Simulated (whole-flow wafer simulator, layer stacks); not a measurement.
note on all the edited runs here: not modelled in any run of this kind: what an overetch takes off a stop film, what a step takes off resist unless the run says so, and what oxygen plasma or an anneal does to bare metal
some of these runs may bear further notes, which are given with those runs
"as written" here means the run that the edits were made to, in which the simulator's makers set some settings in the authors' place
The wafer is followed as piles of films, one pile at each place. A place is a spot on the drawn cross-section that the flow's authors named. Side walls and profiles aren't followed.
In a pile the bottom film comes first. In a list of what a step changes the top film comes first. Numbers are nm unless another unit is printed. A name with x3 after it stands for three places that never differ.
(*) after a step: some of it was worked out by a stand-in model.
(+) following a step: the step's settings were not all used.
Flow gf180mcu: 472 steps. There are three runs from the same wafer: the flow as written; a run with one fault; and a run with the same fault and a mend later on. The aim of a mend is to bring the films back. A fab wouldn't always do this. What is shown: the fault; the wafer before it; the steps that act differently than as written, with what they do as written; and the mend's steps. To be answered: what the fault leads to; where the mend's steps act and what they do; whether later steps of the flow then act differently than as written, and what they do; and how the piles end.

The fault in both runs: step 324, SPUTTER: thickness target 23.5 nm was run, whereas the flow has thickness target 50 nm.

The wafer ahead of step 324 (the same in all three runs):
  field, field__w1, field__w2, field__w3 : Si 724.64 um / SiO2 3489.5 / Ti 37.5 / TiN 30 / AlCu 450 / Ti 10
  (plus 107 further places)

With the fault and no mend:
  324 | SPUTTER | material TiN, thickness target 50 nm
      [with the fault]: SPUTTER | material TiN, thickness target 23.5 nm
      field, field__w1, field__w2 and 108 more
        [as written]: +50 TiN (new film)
        [with the fault]: +23.5 TiN (new film)
  Steps later in the flow that act otherwise than as written (2 other steps are not shown; they differ only slightly, by no more than 2% or 0.5 nm, whichever is larger):
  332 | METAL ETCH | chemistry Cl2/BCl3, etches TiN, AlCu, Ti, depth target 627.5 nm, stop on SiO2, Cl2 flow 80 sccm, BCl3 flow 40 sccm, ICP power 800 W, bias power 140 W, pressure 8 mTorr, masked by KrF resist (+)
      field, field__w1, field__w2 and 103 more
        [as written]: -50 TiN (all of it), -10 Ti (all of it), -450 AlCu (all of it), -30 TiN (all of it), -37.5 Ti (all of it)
        [with the fault]: -23.5 TiN (all of it), -10 Ti (all of it), -450 AlCu (all of it), -30 TiN (all of it), -37.5 Ti (all of it)
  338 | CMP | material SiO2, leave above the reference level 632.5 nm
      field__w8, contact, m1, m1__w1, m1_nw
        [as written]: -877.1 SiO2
        [with the fault]: -850.6 SiO2
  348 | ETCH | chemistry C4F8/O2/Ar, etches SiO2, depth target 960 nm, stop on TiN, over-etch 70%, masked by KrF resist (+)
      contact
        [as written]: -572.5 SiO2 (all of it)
        [with the fault]: -599 SiO2 (all of it)
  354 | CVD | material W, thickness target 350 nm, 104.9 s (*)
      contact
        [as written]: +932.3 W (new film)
        [with the fault]: +959 W (new film)
  At field__w8, contact, m1, m1__w1, m1_nw, the piles at the end differ from the flow's by more than 2% or 0.5 nm, whichever is larger.
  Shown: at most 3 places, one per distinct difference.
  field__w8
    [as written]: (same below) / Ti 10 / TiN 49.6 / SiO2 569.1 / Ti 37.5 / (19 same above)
    [with the fault]: (same below) / Ti 10 / TiN 23.1 / SiO2 595.6 / Ti 37.5 / (19 same above)
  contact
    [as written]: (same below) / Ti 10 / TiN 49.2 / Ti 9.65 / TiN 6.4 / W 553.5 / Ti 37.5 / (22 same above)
    [with the fault]: (same below) / Ti 10 / TiN 22.7 / Ti 9.5 / TiN 6.3 / W 580.2 / Ti 37.5 / (22 same above)

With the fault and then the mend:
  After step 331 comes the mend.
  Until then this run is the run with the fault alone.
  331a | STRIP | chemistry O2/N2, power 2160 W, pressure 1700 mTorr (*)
      field__w8, contact, m1, m1__w1, m1_nw
        -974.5 KrF resist (all of it)
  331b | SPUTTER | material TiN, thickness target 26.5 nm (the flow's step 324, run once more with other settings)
      field, field__w1, field__w2 and 108 more
        +26.5 TiN
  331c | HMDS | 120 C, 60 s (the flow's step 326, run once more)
      leaves every film unchanged at each place that is followed
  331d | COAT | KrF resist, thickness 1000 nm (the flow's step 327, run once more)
      field, field__w1, field__w2 and 108 more
        +1000 KrF resist (new film)
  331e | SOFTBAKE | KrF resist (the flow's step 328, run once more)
      leaves every film unchanged at each place that is followed
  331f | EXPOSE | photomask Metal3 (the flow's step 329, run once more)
      leaves every film unchanged at each place that is followed
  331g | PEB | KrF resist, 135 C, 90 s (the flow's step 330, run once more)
      field, field__w1, field__w2 and 108 more
        -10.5 KrF resist
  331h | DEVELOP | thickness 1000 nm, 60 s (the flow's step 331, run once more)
      field, field__w1, field__w2 and 103 more
        -989.5 KrF resist (all of it)
      field__w8, contact, m1, m1__w1, m1_nw
        -14.9 KrF resist
  Every later step of the flow that is run acts as written at every place that is followed.
  At every place that both follow, the piles at the end match the flow's.
